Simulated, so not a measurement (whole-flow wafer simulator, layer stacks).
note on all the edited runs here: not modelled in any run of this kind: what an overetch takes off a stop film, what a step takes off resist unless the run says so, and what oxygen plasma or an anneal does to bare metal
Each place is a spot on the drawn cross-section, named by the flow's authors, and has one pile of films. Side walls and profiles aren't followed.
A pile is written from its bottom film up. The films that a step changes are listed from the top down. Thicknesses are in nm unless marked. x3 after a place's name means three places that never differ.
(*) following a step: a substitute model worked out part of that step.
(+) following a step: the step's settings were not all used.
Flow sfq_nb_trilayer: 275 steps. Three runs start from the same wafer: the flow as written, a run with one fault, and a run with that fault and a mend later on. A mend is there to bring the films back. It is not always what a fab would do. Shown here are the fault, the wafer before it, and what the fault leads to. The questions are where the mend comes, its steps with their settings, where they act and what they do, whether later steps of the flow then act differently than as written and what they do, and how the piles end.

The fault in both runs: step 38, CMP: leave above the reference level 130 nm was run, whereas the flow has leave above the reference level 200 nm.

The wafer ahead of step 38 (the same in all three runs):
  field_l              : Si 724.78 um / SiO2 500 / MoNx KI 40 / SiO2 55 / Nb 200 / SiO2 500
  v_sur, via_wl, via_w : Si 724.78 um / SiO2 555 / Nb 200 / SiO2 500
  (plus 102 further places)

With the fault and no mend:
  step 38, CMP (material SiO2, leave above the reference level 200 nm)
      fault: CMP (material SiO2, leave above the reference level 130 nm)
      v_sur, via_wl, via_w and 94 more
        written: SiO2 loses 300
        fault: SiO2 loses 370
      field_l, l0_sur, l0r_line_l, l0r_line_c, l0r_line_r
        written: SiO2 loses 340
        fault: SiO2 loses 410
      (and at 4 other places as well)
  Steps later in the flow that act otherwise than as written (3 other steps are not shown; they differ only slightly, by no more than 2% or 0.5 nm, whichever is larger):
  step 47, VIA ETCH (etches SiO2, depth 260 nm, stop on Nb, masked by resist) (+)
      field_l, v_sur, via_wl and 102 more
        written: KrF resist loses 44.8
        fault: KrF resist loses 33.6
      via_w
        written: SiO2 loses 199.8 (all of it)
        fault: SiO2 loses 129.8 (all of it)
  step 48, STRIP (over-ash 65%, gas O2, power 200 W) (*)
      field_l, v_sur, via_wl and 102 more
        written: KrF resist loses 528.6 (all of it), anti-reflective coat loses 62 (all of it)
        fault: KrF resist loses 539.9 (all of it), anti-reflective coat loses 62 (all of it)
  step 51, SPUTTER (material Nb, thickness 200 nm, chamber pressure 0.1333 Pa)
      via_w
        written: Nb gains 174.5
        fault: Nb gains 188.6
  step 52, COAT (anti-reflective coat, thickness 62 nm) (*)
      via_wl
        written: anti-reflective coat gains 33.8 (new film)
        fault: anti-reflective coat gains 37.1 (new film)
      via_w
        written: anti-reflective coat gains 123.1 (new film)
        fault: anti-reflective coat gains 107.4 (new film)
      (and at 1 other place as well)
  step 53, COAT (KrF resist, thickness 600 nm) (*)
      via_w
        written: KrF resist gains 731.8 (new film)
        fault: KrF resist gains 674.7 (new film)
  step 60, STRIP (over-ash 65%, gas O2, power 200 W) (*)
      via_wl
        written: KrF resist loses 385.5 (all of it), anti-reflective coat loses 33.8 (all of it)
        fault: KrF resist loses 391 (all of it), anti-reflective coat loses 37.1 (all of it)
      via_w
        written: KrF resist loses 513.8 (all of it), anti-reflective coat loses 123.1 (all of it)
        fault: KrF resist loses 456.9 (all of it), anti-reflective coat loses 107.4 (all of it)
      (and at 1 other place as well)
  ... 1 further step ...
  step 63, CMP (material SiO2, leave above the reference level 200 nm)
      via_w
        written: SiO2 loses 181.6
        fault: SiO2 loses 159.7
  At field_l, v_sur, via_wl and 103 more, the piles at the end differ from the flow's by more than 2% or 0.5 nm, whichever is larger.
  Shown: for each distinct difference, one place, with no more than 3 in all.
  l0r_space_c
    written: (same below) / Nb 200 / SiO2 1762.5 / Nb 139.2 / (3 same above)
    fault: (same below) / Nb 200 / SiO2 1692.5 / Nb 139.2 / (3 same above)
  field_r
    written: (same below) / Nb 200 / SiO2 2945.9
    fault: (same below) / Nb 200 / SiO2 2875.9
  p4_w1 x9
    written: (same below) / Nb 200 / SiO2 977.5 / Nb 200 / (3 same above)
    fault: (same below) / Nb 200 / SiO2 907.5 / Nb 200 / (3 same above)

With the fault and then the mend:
  The mend follows step 45.
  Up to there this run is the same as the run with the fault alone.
  step 45a, STRIP (over-ash 65%, gas O2, power 200 W) (*)
      field_l, v_sur, via_wl and 102 more
        KrF resist loses 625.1 (all of it), anti-reflective coat loses 62 (all of it)
      via_w
        anti-reflective coat loses 62 (all of it)
  step 45b, PECVD (material SiO2, thickness 70 nm, 150 C, 15.56 s, RF power 183.3 W, pressure 2.4 Torr, precursor SiH4/N2O) (the flow's step 37 again, with other settings)
      field_l, v_sur, via_wl and 103 more
        SiO2 gains 70
  step 45c, COAT (anti-reflective coat, thickness 62 nm) (the flow's step 40 again)
      field_l, v_sur, via_wl and 103 more
        anti-reflective coat gains 62 (new film)
  step 45d, COAT (KrF resist, thickness 650 nm) (the flow's step 41 again)
      field_l, v_sur, via_wl and 103 more
        KrF resist gains 650 (new film)
  step 45e, SOFTBAKE (KrF resist) (the flow's step 42 again)
      does not change any film at any place that is followed
  step 45f, EXPOSE (photomask I0, dose 11.91 mJ/cm2, NA 0.6, wavelength 248 nm) (*) (the flow's step 43 again)
      does not change any film at any place that is followed
  step 45g, PEB (KrF resist, 90 s) (the flow's step 44 again)
      field_l, v_sur, via_wl and 103 more
        KrF resist loses 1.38
  step 45h, DEVELOP (KrF resist, thickness 650 nm, 60 s) (the flow's step 45 again)
      field_l, v_sur, via_wl and 102 more
        KrF resist loses 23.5
      via_w
        KrF resist loses 648.6 (all of it)
  None of the later steps of the flow acts differently than as written at any place that is followed.
  At every place that both follow, the piles at the end match the flow's.
